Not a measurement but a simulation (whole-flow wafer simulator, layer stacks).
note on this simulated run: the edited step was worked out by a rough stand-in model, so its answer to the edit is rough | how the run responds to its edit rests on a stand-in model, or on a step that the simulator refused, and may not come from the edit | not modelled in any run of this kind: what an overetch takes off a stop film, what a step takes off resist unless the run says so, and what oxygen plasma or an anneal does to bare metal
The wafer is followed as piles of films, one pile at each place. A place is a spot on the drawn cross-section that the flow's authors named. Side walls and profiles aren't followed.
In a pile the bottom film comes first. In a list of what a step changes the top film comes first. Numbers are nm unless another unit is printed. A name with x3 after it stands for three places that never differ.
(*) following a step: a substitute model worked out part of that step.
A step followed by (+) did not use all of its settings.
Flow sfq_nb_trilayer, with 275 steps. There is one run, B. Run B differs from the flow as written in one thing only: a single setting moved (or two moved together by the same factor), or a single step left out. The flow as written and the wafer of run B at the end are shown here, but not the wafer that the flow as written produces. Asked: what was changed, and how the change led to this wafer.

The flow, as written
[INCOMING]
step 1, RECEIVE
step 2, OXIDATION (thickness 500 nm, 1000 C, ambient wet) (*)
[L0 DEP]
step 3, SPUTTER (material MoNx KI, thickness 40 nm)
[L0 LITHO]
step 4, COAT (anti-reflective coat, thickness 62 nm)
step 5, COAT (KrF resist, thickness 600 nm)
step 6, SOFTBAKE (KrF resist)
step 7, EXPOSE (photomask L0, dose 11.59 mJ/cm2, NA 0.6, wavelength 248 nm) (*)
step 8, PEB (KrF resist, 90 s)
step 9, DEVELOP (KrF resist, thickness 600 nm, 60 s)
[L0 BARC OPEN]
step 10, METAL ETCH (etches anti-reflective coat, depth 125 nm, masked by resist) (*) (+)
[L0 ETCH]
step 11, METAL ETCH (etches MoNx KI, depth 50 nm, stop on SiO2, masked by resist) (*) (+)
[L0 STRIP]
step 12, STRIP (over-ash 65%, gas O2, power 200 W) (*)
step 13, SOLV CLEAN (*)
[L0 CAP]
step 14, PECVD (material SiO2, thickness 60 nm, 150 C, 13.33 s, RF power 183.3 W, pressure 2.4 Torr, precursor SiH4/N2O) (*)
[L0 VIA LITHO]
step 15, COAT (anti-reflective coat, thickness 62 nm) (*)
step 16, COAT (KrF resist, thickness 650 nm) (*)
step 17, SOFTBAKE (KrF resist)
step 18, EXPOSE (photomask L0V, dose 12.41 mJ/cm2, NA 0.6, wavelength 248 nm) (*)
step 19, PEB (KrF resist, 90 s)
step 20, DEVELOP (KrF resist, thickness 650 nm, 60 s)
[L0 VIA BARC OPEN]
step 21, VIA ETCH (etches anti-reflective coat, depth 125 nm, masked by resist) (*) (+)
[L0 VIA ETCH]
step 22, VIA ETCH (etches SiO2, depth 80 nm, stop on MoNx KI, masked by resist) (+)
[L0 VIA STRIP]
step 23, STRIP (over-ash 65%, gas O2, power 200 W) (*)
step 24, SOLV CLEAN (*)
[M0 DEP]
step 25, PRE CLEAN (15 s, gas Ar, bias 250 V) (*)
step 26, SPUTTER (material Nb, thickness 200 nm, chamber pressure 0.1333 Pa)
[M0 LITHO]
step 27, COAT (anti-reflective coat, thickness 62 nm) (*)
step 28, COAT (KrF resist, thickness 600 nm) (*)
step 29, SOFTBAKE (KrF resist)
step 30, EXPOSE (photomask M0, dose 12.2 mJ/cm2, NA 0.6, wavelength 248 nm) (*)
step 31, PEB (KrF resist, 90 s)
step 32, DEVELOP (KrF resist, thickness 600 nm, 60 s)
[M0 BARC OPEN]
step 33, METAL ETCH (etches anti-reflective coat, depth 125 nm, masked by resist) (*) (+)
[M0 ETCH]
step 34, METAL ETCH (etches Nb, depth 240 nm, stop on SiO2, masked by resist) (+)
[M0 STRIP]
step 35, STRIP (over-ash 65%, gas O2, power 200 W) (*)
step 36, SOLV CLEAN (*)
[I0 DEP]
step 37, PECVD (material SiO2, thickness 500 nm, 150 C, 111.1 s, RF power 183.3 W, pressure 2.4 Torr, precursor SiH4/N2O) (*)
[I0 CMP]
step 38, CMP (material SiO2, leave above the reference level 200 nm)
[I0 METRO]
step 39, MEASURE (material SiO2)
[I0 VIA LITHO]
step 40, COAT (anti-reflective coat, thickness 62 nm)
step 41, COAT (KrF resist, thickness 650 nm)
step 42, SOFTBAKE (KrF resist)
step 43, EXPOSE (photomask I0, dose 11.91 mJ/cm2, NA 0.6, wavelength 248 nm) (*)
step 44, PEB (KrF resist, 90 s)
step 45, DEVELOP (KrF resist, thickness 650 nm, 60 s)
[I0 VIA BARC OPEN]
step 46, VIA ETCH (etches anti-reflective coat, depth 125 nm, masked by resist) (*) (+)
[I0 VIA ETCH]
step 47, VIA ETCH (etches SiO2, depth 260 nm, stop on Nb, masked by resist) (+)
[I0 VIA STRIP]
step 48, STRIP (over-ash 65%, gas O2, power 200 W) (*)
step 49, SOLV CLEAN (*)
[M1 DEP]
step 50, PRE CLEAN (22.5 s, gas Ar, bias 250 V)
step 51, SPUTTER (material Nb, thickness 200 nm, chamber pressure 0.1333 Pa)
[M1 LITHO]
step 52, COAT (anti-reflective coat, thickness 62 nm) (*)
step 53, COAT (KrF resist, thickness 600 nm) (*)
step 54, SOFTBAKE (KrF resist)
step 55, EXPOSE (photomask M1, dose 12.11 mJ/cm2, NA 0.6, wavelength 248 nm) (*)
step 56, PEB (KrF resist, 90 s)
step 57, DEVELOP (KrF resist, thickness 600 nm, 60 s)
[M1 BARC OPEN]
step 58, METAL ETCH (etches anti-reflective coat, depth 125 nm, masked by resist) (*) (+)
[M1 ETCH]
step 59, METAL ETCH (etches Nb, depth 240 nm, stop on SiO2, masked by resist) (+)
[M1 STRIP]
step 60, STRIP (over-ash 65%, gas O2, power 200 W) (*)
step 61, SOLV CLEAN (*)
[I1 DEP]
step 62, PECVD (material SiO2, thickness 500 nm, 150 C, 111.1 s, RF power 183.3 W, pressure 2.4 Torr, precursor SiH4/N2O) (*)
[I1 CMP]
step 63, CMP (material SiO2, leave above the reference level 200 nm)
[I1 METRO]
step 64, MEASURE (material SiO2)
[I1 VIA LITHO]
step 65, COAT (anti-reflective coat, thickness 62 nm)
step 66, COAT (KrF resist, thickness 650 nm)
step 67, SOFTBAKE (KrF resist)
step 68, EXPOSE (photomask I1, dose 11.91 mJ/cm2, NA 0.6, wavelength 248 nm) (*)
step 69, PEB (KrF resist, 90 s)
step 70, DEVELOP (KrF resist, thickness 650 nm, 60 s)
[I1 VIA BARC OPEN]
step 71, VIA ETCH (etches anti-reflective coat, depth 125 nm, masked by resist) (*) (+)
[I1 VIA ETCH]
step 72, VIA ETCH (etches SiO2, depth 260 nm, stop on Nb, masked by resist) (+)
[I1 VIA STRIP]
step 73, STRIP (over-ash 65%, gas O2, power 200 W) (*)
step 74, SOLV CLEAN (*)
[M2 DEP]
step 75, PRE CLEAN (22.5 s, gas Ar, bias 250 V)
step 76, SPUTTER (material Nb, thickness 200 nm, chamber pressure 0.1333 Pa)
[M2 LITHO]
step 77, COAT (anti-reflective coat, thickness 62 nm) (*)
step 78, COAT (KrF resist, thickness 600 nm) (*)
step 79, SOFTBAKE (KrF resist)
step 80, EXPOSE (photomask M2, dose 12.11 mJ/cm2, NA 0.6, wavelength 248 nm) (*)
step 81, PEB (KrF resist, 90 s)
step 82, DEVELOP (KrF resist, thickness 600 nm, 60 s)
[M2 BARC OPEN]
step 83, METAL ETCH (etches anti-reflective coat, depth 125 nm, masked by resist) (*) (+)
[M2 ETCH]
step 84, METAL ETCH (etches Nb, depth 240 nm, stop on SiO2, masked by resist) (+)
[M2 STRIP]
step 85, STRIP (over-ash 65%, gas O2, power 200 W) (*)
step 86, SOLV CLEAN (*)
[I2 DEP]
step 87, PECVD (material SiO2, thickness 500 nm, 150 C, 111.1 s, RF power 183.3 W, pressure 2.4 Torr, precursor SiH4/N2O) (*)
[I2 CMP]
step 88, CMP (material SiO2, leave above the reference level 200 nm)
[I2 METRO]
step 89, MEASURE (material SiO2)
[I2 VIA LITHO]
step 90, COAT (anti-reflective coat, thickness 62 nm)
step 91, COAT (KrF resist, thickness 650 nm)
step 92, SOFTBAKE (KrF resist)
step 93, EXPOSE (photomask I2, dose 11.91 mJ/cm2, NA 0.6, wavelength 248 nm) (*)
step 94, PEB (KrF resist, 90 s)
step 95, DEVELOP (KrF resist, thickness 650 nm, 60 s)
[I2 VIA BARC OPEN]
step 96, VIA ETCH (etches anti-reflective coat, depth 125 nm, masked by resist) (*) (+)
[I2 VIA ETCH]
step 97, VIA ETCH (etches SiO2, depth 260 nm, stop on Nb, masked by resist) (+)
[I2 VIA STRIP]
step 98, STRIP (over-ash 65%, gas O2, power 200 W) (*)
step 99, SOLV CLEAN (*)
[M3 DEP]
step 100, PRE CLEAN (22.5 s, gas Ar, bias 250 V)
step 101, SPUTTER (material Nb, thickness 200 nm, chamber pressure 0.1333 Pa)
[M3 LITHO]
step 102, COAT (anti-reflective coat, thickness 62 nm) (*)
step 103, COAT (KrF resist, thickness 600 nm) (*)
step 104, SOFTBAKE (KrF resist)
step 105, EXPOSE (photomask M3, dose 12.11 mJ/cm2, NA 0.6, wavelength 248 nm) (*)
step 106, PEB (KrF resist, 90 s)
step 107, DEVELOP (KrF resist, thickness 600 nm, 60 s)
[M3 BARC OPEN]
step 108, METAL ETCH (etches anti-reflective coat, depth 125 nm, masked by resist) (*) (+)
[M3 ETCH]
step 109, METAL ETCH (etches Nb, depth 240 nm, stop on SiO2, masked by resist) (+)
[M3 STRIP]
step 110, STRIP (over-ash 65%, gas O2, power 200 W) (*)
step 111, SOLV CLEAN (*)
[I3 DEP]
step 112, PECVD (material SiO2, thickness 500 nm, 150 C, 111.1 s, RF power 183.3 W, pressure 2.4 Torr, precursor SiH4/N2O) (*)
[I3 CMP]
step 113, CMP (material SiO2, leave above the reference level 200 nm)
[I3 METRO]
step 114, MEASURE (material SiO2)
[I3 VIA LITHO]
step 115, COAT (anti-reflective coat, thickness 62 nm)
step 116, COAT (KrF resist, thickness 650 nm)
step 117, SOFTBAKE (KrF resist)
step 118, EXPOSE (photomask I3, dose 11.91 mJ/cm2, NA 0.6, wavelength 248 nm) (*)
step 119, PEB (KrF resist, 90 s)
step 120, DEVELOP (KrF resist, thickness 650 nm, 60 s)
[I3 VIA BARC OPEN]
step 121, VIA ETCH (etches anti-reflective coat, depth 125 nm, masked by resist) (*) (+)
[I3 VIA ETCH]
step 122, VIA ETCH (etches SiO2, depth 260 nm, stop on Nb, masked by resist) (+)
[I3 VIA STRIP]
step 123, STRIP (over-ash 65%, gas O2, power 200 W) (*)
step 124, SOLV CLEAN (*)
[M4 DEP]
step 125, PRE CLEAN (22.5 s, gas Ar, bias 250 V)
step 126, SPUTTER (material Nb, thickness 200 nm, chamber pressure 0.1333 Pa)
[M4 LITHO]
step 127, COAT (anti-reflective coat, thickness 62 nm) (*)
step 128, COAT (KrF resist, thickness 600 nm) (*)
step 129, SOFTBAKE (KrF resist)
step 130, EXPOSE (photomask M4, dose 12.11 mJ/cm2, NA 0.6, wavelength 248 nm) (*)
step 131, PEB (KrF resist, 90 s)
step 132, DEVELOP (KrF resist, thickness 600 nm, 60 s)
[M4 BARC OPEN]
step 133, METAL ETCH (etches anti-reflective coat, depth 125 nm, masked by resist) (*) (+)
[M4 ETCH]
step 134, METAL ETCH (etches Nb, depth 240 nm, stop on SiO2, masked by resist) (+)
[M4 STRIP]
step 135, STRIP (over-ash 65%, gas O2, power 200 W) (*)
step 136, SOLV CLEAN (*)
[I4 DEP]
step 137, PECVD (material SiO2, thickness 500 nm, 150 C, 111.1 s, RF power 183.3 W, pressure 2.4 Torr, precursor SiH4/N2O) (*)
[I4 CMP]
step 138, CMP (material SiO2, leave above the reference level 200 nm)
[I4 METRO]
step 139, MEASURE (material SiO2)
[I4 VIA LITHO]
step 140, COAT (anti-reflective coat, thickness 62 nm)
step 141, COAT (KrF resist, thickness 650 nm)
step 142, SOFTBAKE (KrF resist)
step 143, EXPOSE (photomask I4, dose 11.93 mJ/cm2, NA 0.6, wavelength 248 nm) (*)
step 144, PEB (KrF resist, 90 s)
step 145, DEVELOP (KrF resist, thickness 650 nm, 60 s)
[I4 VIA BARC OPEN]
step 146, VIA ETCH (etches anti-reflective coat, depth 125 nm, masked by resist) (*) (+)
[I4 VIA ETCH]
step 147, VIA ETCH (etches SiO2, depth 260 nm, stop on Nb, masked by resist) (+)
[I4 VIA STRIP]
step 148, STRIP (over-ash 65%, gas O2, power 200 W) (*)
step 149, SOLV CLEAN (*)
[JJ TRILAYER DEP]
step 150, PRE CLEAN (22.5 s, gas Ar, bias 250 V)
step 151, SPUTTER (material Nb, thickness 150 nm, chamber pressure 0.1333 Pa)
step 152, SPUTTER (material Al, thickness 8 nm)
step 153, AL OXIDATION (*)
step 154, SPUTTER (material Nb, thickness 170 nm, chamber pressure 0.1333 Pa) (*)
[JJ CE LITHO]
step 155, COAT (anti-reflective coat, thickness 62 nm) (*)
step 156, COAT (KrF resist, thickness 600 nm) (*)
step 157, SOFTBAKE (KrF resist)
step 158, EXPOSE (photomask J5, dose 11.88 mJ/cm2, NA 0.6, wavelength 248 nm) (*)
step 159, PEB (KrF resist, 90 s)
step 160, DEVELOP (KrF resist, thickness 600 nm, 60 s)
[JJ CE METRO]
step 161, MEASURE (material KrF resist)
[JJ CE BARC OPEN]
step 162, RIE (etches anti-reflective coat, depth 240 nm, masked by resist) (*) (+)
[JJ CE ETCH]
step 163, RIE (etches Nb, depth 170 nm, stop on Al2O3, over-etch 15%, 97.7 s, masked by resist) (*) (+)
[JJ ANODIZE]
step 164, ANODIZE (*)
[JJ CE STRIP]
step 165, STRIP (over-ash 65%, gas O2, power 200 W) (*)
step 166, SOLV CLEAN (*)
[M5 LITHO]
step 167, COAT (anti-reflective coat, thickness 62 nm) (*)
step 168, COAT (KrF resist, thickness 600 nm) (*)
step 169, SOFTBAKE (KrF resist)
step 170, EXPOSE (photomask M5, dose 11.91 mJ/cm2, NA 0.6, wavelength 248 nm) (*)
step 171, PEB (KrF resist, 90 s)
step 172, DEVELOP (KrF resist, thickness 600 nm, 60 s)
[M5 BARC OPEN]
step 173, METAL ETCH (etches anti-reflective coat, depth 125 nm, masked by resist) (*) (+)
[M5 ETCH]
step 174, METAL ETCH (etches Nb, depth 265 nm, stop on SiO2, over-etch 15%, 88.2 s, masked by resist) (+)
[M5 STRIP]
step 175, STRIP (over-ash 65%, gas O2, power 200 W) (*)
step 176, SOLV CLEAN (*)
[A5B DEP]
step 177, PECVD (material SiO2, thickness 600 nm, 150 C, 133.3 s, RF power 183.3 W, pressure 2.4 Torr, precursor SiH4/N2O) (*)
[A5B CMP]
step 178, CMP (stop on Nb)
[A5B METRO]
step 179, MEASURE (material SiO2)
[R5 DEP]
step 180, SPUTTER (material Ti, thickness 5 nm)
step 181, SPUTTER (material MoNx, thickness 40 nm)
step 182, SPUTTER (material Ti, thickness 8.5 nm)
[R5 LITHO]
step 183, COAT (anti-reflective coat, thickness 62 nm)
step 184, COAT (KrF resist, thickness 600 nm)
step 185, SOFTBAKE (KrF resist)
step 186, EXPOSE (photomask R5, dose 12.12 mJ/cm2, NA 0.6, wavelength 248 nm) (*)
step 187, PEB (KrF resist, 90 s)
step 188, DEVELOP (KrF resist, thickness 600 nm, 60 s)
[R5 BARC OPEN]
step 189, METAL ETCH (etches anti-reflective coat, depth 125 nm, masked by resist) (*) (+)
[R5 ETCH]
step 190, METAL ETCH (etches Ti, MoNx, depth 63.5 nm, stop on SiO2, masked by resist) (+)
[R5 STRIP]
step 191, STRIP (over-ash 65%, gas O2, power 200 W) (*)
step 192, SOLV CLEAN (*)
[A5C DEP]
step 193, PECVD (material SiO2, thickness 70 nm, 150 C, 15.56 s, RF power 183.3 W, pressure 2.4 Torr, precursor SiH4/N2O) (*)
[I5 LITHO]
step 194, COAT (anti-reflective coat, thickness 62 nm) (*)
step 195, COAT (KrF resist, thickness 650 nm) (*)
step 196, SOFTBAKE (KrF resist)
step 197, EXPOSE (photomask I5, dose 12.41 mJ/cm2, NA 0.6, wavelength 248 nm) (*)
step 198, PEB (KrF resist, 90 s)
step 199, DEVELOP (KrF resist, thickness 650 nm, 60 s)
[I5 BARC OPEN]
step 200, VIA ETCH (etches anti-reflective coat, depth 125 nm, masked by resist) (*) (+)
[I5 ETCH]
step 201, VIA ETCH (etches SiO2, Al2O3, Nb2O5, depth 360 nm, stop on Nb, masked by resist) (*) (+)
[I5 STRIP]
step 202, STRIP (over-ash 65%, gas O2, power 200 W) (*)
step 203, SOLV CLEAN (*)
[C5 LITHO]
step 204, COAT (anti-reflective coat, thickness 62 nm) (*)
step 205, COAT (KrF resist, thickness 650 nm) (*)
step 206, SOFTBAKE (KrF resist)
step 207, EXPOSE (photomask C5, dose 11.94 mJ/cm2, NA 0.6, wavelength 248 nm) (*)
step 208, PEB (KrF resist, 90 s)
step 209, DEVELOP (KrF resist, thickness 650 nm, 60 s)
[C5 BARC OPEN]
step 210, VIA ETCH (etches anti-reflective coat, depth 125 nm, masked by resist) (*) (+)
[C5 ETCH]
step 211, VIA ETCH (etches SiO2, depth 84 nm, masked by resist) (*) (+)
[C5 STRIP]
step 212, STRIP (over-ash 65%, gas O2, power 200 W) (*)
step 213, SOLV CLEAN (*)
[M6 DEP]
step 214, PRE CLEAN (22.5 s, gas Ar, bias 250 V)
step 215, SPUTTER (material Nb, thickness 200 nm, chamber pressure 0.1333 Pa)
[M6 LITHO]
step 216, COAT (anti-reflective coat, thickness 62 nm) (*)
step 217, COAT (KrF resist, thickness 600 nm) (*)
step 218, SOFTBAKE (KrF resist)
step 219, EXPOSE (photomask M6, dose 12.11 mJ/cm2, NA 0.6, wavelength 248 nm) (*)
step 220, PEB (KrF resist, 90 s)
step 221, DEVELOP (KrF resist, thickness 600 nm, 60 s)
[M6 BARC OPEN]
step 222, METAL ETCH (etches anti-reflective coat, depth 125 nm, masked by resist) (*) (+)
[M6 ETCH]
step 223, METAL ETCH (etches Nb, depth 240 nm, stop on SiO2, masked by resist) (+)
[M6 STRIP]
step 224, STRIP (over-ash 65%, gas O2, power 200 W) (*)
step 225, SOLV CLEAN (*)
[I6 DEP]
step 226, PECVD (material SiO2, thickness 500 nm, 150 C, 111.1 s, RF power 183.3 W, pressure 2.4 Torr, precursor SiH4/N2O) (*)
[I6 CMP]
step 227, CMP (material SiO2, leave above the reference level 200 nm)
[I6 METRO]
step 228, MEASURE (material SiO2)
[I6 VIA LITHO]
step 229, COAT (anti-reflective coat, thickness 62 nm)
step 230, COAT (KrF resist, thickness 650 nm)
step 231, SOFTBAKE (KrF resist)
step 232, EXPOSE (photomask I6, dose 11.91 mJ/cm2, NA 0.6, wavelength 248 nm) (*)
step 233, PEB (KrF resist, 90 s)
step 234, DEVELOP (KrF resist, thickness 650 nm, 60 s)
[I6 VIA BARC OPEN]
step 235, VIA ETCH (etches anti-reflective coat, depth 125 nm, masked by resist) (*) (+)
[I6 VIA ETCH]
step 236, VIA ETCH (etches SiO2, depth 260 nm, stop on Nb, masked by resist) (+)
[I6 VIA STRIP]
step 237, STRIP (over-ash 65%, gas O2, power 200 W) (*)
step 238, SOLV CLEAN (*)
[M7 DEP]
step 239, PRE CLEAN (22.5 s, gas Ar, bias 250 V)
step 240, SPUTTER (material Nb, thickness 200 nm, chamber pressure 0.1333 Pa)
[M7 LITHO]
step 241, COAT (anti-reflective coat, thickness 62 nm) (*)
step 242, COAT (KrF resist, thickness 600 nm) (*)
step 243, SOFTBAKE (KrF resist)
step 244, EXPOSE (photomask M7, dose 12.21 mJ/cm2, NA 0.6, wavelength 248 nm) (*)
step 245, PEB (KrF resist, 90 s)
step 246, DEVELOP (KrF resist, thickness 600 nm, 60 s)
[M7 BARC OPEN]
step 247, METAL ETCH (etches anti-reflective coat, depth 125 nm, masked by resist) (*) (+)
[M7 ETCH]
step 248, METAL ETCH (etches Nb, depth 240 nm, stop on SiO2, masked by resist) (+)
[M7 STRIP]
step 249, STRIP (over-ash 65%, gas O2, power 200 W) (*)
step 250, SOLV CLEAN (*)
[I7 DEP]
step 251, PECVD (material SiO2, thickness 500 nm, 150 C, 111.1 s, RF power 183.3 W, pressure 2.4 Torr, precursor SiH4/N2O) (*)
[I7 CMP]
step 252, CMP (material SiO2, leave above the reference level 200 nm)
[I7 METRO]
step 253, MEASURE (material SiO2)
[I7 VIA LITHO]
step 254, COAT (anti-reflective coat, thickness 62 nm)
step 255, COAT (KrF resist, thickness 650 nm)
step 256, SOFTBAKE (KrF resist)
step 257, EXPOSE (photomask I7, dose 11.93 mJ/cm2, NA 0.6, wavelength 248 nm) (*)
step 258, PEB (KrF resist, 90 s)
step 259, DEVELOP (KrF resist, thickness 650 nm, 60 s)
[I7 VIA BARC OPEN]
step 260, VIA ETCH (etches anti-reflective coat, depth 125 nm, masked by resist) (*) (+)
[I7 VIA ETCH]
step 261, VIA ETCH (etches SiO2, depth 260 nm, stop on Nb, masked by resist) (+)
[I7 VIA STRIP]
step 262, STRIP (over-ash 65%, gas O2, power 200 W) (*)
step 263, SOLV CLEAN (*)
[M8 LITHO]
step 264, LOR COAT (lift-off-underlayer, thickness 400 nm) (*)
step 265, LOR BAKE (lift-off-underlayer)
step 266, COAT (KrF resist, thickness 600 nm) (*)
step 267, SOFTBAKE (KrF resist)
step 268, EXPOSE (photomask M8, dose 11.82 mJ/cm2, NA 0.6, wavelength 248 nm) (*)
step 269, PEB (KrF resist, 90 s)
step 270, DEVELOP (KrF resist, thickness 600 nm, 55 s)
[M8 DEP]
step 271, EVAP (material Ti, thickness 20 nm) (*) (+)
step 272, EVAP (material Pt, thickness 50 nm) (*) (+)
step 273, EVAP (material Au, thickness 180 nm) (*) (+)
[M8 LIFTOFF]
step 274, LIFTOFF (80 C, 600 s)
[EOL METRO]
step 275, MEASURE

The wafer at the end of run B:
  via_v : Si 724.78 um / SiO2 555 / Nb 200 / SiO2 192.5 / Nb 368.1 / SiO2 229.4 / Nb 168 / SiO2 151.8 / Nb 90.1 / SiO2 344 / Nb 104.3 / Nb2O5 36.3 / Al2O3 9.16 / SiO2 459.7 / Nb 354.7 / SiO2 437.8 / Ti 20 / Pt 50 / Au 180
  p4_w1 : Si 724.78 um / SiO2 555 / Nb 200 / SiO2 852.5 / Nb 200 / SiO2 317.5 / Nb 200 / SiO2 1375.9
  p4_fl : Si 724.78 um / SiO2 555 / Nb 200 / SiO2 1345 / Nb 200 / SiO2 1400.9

Cause: step 87, PECVD: thickness 275 nm was run, though the flow has thickness 500 nm; step 87, PECVD: 61.11 s was run, where the flow has 111.1 s.

How this came from the change, step by step:
  step 87, PECVD (material SiO2, thickness 500 nm, 150 C, 111.1 s, RF power 183.3 W, pressure 2.4 Torr, precursor SiH4/N2O) (*)
      field_l, be, be_sur and 81 more: SiO2 gains 275 (in the flow as written it would be: SiO2 gains 500)
      v_sur, via_wl, via_w and 18 more: SiO2 gains 275 (new film) (in the flow as written it would be: SiO2 gains 500 (new film))
      (as well as at 1 more place)
  step 88, CMP (material SiO2, leave above the reference level 200 nm)
      field_l, be, be_sur and 81 more: nothing (in the flow as written it would be: SiO2 loses 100)
      via_v: nothing (in the flow as written it would be: SiO2 loses 181.6)
      (as well as at 21 more places)
  step 90, COAT (anti-reflective coat, thickness 62 nm)
      ce_l, c5j, p3_s3, p3_l4, p3_s4: anti-reflective coat gains 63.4 (new film) (in the flow as written it would be: anti-reflective coat gains 62 (new film))
      p3_l2, p3_s2, p3_s5, p3_l6: anti-reflective coat gains 63.6 (new film) (in the flow as written it would be: anti-reflective coat gains 62 (new film))
      (as well as at 68 more places)
  step 91, COAT (KrF resist, thickness 650 nm)
      m0r_line_l, m6r_line_l, m7r_line_l: KrF resist gains 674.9 (new film) (in the flow as written it would be: KrF resist gains 650 (new film))
      m0r_space_l, m6r_space_l, m7r_space_l: KrF resist gains 665.1 (new film) (in the flow as written it would be: KrF resist gains 650 (new film))
      (as well as at 53 more places)
  step 95, DEVELOP (KrF resist, thickness 650 nm, 60 s)
      via_w: KrF resist loses 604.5 (all of it) (in the flow as written it would be: KrF resist loses 648.6 (all of it))
  step 96, VIA ETCH (etches anti-reflective coat, depth 125 nm, masked by resist) (*) (+)
      field_l, v_sur, via_wl and 102 more: KrF resist loses 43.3 (in the flow as written it would be: KrF resist loses 51.7)
      via_w: anti-reflective coat loses 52 (all of it), SiO2 loses 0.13 (in the flow as written it would be: anti-reflective coat loses 62 (all of it), SiO2 loses 0.16)
  step 98, STRIP (over-ash 65%, gas O2, power 200 W) (*)
      field_r, lsp_l, ln_m5: KrF resist loses 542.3 (all of it), anti-reflective coat loses 62.8 (all of it) (in the flow as written it would be: KrF resist loses 528.6 (all of it), anti-reflective coat loses 62 (all of it))
      m0r_line_l, m6r_line_l, m7r_line_l: KrF resist loses 561.8 (all of it), anti-reflective coat loses 62.9 (all of it) (in the flow as written it would be: KrF resist loses 528.6 (all of it), anti-reflective coat loses 62 (all of it))
      (as well as at 94 more places)
  step 101, SPUTTER (material Nb, thickness 200 nm, chamber pressure 0.1333 Pa)
      via_v: Nb gains 168 (new film) (in the flow as written it would be: Nb gains 200 (new film))
  step 102, COAT (anti-reflective coat, thickness 62 nm) (*)
      p3_s2, p3_l3, p3_l5 and 6 more: anti-reflective coat gains 63.4 (new film) (in the flow as written it would be: anti-reflective coat gains 62 (new film))
      m0r_space_l, m0r_space_r, m6r_space_l, m6r_space_r, m7r_space_l, m7r_space_r: anti-reflective coat gains 75.4 (new film) (in the flow as written it would be: anti-reflective coat gains 62 (new film))
      (as well as at 68 more places)
  step 103, COAT (KrF resist, thickness 600 nm) (*)
      m0r_line_l, m0r_line_r, m6r_line_l, m6r_line_r, m7r_line_l, m7r_line_r: KrF resist gains 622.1 (new film) (in the flow as written it would be: KrF resist gains 600 (new film))
      m0r_space_l, m0r_space_r, m6r_space_l, m6r_space_r, m7r_space_l, m7r_space_r: KrF resist gains 616 (new film) (in the flow as written it would be: KrF resist gains 600 (new film))
      (as well as at 50 more places)
  step 107, DEVELOP (KrF resist, thickness 600 nm, 60 s)
      m0r_line_l, m0r_line_r, m6r_line_l, m6r_line_r, m7r_line_l, m7r_line_r: KrF resist loses 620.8 (all of it) (in the flow as written it would be: KrF resist loses 598.7 (all of it))
      m0r_space_l, m0r_space_r, m6r_space_l, m6r_space_r, m7r_space_l, m7r_space_r: KrF resist loses 614.7 (all of it) (in the flow as written it would be: KrF resist loses 598.7 (all of it))
      (as well as at 28 more places)
  step 108, METAL ETCH (etches anti-reflective coat, depth 125 nm, masked by resist) (*) (+)
      r5r_spacepad_l, r5r_spacepad_r: anti-reflective coat loses 125 (in the flow as written it would be: anti-reflective coat loses 62 (all of it))
      v_sur, via_wl, via_w and 28 more: KrF resist loses 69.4 (in the flow as written it would be: KrF resist loses 51.7)
      (as well as at 54 more places)
  step 109, METAL ETCH (etches Nb, depth 240 nm, stop on SiO2, masked by resist) (+)
      r5r_spacepad_l, r5r_spacepad_r: anti-reflective coat loses 0.91 (all of it), Nb loses 200 (all of it) (in the flow as written it would be: Nb loses 200 (all of it))
  step 110, STRIP (over-ash 65%, gas O2, power 200 W) (*)
      v_sur: KrF resist loses 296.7 (all of it), anti-reflective coat loses 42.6 (all of it) (in the flow as written it would be: KrF resist loses 365.3 (all of it), anti-reflective coat loses 61.1 (all of it))
      via_wl: KrF resist loses 309.9 (all of it), anti-reflective coat loses 29.7 (all of it) (in the flow as written it would be: KrF resist loses 384.2 (all of it), anti-reflective coat loses 34.2 (all of it))
      (as well as at 28 more places)
  step 112, PECVD (material SiO2, thickness 500 nm, 150 C, 111.1 s, RF power 183.3 W, pressure 2.4 Torr, precursor SiH4/N2O) (*)
      via_v: SiO2 gains 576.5 (new film) (in the flow as written it would be: SiO2 gains 500 (new film))
  step 113, CMP (material SiO2, leave above the reference level 200 nm)
      field_l, be, be_sur and 64 more: nothing (in the flow as written it would be: SiO2 loses 100)
      p4_w1, p4_w2, p4_w3 and 6 more: SiO2 loses 175 (in the flow as written it would be: SiO2 loses 300)
      (as well as at 9 more places)
  ... another 29 steps ...
  step 178, CMP (stop on Nb)
      via_v: SiO2 loses 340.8 (in the flow as written it would be: SiO2 loses 453.5)
With metal films that touch counted as one body, via_v has 7 bodies (between them, from the top down: SiO2 437.8; SiO2 459.7 / Al2O3 9.16 / Nb2O5 36.3; SiO2 344; SiO2 151.8; SiO2 229.4; SiO2 192.5); the flow as written gives 6 bodies (between them, from the top down: SiO2 437.8; SiO2 209 / Al2O3 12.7 / Nb2O5 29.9; SiO2 425.9; SiO2 416.9; SiO2 192.5).
